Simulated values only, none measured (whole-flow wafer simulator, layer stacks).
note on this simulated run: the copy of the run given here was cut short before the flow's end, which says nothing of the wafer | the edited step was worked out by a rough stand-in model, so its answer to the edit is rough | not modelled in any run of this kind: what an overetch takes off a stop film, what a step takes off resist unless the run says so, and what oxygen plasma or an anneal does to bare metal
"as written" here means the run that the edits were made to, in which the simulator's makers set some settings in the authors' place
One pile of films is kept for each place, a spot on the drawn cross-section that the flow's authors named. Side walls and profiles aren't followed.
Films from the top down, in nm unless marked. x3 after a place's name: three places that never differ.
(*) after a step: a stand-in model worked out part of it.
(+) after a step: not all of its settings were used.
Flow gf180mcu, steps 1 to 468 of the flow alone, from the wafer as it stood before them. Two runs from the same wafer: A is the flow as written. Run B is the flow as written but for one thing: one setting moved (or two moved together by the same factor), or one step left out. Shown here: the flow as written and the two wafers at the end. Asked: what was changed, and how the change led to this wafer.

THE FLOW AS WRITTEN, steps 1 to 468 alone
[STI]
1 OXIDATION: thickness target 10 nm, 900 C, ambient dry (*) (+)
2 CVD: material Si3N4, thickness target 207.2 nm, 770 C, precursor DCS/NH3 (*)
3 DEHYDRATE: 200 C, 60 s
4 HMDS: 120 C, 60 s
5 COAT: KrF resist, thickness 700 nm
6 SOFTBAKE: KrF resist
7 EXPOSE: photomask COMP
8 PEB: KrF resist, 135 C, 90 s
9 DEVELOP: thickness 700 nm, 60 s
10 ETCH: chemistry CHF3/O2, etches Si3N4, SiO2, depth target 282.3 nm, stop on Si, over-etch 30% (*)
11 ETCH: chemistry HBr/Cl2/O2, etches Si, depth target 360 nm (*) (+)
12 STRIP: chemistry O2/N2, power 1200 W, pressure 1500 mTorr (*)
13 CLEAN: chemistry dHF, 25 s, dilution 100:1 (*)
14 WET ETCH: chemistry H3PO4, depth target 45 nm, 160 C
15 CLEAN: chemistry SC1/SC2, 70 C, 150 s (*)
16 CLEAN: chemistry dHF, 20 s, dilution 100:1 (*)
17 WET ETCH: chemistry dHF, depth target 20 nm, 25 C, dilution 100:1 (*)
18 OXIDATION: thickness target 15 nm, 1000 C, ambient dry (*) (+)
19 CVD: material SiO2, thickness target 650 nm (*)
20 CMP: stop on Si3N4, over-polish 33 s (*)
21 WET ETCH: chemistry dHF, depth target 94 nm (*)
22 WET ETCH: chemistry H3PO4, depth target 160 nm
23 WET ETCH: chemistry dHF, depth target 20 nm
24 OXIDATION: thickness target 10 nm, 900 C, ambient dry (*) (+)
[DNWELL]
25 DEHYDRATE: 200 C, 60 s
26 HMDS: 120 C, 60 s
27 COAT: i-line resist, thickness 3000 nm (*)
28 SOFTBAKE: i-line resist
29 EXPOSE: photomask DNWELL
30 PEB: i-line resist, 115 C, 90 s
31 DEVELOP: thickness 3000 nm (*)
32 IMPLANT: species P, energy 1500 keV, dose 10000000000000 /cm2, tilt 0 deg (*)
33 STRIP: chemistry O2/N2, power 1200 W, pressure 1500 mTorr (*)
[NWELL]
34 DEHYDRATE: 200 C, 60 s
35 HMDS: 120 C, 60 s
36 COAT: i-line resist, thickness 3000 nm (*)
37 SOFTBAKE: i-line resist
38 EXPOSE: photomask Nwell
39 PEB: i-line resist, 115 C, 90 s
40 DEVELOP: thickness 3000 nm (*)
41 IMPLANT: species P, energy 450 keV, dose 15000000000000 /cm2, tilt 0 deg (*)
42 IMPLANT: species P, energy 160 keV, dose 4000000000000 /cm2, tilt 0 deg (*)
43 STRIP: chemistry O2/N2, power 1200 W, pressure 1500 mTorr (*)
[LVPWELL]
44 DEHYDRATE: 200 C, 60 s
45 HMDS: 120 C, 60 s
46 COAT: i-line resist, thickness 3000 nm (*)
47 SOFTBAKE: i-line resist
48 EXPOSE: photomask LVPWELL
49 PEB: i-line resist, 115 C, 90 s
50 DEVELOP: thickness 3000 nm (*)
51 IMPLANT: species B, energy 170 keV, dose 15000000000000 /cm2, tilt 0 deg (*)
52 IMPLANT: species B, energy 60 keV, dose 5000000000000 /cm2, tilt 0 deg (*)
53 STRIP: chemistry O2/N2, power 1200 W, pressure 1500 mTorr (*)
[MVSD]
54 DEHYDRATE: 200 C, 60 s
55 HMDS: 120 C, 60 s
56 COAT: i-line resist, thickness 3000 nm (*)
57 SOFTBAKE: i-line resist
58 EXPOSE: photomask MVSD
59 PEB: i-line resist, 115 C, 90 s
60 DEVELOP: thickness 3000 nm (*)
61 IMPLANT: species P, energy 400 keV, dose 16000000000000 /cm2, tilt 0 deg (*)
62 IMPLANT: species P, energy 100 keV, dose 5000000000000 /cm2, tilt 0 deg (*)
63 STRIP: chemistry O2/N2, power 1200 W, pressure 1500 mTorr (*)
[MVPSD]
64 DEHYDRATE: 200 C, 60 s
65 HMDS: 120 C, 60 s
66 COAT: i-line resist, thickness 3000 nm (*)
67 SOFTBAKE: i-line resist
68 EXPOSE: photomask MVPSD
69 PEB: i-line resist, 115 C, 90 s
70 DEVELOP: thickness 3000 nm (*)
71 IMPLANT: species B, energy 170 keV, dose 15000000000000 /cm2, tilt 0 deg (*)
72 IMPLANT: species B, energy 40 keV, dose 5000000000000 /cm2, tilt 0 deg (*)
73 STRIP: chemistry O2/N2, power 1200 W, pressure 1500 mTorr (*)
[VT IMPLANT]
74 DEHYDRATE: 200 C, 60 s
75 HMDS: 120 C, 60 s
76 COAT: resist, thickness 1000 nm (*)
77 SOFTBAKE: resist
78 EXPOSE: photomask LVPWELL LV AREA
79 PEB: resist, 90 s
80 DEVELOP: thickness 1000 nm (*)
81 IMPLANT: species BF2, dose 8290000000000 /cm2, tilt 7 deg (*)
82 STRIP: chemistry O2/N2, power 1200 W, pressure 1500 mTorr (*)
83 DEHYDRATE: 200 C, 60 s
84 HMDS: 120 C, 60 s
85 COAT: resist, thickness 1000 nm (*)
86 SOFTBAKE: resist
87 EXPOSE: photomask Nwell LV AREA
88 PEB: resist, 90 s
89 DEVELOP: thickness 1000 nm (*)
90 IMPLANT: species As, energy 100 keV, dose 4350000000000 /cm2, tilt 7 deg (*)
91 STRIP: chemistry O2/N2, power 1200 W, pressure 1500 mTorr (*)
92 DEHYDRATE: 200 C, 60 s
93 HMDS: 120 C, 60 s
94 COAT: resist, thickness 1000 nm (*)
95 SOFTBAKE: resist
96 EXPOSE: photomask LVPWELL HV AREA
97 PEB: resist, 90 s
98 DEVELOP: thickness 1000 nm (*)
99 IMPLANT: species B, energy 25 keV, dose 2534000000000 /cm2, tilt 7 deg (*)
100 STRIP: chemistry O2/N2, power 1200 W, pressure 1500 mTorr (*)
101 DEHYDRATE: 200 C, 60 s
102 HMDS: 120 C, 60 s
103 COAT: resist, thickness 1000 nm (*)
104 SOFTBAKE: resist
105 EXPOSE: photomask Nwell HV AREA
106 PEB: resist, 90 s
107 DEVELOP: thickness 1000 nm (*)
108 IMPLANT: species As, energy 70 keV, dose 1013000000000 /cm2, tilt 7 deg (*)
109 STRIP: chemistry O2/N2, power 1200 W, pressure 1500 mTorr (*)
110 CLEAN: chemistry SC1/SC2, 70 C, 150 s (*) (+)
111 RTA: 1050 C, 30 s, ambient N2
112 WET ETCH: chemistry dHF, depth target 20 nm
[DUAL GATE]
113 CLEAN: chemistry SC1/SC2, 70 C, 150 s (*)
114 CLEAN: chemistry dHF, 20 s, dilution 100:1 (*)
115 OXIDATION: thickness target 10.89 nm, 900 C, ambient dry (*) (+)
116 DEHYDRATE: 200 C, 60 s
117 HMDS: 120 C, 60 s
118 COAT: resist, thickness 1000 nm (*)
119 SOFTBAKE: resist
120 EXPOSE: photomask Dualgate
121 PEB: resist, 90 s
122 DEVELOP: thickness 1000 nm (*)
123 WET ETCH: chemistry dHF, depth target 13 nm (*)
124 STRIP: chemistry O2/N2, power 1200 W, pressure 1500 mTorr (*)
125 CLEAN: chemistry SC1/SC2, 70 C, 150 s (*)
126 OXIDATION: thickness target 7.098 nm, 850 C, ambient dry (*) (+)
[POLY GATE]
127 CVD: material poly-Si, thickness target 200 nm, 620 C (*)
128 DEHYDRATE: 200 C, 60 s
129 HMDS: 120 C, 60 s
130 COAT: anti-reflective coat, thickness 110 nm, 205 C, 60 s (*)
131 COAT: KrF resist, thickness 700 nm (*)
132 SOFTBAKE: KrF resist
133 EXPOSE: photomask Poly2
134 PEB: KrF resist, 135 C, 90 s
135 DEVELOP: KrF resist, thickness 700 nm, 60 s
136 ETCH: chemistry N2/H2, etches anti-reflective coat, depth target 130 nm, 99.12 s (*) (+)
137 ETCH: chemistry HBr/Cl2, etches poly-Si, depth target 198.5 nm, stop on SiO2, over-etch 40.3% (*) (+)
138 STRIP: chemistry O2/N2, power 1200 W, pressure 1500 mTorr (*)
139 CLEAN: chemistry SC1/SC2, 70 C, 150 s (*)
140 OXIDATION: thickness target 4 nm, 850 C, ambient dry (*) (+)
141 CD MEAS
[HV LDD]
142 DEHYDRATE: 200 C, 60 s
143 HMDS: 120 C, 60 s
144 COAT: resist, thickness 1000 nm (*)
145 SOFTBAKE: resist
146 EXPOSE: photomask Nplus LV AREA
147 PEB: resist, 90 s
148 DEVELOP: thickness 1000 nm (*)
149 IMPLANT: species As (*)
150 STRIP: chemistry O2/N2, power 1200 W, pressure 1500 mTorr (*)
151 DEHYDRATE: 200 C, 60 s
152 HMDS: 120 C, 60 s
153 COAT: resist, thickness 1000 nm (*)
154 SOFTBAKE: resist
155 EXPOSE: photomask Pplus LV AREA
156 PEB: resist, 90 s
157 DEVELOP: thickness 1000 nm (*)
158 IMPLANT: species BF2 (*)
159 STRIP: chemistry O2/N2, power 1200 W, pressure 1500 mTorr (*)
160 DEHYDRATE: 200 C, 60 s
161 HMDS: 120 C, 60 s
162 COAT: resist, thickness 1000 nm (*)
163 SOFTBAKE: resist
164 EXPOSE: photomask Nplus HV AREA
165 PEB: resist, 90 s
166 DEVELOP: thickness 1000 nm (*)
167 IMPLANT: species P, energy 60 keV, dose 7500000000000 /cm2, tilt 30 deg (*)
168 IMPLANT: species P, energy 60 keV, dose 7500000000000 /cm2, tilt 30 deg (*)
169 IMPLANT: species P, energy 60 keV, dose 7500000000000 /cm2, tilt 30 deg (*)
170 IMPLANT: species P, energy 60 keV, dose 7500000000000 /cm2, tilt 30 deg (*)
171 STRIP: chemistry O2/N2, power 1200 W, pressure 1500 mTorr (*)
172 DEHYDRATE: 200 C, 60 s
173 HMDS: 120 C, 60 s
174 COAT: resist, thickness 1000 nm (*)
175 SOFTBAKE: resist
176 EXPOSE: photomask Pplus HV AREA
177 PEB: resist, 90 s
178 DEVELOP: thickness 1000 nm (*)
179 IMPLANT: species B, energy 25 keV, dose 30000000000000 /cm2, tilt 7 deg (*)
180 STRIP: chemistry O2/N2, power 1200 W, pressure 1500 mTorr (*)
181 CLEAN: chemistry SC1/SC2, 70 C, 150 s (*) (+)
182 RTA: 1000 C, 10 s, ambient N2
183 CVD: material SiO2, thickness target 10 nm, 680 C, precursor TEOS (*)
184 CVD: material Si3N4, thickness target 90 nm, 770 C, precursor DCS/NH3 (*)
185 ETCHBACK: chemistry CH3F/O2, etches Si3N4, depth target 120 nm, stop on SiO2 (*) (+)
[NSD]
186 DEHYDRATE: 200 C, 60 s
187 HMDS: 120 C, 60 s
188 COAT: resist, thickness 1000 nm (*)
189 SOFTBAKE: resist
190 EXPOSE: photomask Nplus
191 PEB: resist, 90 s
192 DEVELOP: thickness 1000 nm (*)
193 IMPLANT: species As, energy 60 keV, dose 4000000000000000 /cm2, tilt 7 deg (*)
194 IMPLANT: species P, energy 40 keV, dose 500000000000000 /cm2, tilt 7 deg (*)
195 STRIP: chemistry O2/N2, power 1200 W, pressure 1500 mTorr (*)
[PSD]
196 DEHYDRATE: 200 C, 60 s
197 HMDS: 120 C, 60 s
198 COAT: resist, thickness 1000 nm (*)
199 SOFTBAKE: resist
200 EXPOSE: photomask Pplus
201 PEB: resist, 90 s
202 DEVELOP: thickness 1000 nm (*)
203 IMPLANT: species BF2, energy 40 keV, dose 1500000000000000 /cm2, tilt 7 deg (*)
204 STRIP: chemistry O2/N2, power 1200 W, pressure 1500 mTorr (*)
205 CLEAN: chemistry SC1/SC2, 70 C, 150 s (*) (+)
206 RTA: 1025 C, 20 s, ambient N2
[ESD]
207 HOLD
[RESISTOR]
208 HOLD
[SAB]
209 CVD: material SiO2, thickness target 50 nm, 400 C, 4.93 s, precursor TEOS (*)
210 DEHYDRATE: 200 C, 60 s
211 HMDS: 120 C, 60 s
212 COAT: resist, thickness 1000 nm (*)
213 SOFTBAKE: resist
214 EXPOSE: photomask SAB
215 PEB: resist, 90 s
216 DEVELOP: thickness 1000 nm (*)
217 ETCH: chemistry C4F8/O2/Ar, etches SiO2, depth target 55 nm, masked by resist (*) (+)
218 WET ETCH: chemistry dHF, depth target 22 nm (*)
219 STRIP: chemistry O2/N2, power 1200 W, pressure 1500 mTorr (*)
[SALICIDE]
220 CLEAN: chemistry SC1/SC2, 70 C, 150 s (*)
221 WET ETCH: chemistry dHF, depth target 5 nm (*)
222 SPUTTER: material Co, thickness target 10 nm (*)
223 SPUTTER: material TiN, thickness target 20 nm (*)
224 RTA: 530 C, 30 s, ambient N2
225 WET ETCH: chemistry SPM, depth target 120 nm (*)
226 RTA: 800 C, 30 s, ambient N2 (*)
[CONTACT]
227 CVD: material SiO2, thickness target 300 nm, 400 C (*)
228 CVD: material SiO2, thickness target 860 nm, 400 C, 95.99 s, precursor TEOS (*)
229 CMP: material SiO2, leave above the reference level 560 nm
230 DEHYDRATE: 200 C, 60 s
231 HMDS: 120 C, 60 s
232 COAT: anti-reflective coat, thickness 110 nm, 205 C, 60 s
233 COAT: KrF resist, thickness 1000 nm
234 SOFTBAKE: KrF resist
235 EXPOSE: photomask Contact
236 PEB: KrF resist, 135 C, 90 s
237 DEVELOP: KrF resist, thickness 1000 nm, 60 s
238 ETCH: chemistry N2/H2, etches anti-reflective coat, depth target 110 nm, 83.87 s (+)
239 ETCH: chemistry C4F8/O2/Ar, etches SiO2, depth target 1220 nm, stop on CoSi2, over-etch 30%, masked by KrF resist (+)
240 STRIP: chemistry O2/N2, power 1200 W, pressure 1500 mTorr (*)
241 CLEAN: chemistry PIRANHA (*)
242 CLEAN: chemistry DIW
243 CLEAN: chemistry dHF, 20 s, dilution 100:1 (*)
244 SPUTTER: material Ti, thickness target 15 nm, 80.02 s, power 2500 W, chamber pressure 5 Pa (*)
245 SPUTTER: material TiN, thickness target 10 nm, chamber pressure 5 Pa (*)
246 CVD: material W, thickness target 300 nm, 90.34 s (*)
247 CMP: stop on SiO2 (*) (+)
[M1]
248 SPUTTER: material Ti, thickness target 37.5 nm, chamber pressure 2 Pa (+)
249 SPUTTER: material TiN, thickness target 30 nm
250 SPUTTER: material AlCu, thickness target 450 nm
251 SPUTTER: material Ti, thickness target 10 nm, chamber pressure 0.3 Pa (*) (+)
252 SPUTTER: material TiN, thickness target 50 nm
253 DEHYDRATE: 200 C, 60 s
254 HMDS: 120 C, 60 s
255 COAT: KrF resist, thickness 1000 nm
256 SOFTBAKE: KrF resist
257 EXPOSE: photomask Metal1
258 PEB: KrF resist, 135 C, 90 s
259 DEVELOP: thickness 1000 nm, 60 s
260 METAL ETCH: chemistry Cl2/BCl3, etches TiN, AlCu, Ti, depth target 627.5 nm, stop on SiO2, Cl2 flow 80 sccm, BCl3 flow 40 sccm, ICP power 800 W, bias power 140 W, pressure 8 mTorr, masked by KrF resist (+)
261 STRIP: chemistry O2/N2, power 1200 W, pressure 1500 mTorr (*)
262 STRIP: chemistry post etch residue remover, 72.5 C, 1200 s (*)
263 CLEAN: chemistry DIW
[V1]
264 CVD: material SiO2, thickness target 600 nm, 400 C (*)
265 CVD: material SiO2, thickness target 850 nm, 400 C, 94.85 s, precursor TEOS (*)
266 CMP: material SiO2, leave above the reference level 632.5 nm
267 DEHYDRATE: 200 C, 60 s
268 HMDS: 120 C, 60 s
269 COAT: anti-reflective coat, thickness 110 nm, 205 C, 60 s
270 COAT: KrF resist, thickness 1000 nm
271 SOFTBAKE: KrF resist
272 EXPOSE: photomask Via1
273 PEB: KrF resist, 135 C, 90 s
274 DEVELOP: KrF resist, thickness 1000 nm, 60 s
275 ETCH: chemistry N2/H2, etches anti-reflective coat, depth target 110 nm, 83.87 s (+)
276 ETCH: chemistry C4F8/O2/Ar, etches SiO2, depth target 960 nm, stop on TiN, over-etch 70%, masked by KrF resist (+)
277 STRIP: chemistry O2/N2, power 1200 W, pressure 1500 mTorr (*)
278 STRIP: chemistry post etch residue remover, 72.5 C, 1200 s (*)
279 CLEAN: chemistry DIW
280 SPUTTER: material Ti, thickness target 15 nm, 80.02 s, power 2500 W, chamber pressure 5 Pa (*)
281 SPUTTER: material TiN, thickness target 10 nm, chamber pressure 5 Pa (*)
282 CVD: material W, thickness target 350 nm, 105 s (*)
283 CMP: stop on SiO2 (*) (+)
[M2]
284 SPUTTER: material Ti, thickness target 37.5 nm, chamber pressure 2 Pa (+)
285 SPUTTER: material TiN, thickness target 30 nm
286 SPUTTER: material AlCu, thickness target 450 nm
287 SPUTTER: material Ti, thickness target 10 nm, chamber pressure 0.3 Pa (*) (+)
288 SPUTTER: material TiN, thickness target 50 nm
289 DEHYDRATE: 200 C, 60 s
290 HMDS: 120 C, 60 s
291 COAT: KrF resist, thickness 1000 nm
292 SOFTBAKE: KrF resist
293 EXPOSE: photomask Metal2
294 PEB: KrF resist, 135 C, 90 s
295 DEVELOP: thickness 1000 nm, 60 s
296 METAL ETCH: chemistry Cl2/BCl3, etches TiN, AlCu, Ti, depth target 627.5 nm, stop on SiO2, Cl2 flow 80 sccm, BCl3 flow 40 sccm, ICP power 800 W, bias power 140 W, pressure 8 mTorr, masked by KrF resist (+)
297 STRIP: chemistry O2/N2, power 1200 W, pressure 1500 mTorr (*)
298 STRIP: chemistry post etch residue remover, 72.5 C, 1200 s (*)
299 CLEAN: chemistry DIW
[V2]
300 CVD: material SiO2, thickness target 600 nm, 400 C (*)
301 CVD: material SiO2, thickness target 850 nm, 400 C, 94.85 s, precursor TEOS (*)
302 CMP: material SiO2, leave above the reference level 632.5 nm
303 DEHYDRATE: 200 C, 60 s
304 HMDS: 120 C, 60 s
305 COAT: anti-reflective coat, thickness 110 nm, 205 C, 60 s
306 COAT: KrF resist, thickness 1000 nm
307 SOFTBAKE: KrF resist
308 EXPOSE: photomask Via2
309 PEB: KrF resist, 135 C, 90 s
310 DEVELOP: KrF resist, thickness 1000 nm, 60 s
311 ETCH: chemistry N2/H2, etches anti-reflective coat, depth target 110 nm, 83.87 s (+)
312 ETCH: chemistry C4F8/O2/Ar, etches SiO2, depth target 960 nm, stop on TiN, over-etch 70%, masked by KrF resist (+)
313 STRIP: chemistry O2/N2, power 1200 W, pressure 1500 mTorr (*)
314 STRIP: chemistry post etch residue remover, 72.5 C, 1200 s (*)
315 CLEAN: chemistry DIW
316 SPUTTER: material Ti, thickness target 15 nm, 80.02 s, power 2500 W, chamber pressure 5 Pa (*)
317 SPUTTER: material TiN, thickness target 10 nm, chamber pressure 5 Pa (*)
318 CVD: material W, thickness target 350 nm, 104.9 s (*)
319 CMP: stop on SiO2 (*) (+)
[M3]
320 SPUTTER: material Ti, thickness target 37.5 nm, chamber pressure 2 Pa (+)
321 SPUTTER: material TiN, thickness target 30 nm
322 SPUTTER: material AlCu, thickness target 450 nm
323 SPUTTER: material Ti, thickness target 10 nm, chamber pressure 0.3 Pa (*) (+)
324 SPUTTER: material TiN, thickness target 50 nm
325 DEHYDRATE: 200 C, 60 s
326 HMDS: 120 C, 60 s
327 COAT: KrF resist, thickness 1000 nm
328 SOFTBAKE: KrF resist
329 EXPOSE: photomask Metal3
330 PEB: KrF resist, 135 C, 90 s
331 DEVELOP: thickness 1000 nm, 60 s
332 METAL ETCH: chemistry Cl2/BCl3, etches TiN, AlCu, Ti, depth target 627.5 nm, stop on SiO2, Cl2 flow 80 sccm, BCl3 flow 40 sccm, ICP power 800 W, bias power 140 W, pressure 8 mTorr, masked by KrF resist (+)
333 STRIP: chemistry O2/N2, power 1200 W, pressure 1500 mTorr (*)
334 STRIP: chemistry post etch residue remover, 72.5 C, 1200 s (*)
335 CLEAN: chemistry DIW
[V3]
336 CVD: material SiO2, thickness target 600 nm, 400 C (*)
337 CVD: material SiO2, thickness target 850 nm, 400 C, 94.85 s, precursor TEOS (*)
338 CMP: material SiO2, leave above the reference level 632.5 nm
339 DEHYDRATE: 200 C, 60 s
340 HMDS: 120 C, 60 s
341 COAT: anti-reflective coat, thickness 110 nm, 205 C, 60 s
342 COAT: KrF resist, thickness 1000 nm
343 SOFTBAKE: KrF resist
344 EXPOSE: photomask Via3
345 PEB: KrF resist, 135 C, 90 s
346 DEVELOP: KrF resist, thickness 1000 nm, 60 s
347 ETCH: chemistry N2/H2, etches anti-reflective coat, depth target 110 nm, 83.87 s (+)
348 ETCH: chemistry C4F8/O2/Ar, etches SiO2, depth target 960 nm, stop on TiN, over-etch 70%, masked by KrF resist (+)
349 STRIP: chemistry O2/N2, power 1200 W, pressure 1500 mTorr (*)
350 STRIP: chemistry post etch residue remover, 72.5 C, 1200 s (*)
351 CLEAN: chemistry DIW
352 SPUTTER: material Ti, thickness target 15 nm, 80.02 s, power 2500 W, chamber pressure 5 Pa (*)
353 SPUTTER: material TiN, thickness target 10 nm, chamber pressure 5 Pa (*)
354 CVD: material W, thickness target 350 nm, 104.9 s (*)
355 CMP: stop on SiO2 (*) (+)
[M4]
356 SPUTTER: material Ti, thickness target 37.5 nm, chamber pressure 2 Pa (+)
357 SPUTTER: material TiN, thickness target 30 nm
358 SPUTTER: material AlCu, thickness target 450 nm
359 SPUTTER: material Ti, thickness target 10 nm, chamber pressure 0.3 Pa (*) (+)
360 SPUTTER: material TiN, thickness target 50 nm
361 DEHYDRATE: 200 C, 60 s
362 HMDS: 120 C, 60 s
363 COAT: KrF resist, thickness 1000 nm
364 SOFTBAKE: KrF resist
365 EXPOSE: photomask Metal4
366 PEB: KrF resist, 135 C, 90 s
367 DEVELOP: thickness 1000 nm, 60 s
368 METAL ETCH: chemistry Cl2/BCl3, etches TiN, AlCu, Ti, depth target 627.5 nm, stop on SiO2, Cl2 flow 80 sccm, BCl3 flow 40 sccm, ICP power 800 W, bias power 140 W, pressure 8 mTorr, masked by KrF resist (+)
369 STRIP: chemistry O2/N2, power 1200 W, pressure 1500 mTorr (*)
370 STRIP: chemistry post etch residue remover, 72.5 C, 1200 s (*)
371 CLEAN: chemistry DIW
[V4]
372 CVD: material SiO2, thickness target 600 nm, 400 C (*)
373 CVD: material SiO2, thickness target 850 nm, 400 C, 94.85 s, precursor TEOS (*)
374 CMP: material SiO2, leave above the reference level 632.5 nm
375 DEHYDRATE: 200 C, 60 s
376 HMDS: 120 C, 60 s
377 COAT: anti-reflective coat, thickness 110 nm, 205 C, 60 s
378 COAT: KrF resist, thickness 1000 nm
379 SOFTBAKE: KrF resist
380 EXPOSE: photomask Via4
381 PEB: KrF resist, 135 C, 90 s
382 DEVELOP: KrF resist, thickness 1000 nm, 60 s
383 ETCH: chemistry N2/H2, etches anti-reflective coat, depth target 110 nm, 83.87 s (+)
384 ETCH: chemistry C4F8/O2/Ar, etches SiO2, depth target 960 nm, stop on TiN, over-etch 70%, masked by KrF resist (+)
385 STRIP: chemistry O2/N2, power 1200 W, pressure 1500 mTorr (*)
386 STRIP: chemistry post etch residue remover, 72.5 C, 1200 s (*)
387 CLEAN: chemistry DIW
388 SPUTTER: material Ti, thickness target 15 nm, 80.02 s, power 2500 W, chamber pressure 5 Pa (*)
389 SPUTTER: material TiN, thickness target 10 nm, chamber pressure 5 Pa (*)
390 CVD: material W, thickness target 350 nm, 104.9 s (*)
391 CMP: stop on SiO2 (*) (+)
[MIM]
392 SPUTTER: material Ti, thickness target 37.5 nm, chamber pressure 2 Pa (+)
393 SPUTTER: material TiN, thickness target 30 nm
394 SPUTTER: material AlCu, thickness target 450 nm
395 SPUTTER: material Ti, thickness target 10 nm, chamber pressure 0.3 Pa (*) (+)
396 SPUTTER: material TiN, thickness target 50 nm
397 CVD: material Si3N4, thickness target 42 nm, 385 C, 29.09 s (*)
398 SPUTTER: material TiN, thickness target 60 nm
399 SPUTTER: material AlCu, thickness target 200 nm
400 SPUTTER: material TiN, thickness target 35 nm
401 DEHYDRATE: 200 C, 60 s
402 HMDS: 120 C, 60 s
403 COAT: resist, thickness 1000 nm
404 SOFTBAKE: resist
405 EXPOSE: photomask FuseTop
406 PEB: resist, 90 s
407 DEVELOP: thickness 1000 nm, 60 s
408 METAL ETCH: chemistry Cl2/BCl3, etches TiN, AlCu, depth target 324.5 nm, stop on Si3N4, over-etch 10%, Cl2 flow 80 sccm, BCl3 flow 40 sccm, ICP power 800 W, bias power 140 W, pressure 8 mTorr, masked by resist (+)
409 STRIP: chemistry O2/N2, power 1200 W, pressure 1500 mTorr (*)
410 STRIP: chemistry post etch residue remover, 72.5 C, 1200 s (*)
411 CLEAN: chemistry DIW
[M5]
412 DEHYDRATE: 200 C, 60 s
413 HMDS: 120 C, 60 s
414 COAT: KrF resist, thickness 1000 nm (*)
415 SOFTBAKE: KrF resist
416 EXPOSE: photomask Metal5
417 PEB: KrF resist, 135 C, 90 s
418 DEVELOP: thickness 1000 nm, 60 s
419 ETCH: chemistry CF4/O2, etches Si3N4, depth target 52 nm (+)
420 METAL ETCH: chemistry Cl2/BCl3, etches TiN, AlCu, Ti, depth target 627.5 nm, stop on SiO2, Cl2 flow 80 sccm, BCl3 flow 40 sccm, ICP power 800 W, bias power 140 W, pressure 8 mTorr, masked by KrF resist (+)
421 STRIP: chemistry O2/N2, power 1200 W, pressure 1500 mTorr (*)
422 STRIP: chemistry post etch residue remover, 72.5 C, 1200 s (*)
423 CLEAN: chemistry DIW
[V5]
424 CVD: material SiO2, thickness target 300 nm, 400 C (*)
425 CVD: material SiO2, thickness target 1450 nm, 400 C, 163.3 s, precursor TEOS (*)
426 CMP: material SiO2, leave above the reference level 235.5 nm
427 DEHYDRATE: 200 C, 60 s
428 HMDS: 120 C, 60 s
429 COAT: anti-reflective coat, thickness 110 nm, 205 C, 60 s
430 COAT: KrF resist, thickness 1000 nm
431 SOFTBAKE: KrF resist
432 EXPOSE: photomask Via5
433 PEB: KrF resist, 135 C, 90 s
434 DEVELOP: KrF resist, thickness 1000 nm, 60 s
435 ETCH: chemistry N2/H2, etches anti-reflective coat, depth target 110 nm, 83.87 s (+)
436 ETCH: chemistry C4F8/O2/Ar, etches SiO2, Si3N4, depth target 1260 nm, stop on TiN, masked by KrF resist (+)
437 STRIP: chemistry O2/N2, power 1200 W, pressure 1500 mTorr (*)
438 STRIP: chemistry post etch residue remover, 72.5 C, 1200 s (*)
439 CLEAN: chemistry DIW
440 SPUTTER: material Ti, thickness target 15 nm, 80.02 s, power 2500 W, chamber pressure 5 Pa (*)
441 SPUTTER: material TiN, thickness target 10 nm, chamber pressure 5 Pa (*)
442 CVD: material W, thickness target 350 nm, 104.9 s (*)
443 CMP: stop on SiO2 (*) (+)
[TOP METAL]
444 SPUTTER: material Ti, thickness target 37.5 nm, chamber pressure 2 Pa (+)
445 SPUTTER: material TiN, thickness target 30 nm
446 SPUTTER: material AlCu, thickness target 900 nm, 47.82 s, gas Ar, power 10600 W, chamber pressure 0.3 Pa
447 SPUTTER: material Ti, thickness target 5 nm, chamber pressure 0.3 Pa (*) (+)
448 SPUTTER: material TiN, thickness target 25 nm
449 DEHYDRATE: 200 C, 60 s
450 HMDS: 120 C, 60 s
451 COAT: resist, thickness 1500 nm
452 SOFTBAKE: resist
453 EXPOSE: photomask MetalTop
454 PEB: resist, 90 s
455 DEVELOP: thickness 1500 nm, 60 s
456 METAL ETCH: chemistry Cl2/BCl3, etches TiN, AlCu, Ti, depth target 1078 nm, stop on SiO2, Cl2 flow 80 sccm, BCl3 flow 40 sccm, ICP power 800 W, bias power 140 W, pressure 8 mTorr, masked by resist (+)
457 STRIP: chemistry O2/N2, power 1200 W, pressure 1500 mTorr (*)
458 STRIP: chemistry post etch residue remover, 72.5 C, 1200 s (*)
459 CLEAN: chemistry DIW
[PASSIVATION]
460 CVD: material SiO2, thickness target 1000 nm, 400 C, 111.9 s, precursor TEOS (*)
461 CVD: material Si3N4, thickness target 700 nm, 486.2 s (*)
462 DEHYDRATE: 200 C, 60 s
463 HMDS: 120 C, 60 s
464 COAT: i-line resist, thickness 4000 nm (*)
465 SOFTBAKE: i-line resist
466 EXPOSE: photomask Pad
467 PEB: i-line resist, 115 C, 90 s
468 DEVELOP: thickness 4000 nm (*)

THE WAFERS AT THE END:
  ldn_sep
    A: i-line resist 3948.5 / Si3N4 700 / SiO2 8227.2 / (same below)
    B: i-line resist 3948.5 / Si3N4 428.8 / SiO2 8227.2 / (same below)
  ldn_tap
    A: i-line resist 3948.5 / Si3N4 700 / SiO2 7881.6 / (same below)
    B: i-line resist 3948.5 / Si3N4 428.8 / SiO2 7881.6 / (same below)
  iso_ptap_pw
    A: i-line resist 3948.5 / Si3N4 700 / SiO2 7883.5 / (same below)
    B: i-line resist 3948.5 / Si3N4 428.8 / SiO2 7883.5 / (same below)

The cause: step 461, CVD: 297.8 s was run, where the flow has 486.2 s.

How the change led to this, step by step:
  461 CVD: material Si3N4, thickness target 700 nm, 486.2 s (*)
      field, field__w1, field__w2 and 109 more: A Si3N4 +700 (new film) | B Si3N4 +428.8 (new film)
  465 SOFTBAKE: i-line resist
      field__w11, nw_enc_fld_lv__w4: A i-line resist +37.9 | B i-line resist +36.5
      pplus_u, ppoly_u: A i-line resist +38 | B i-line resist +36.6
      (and at 50 more places)
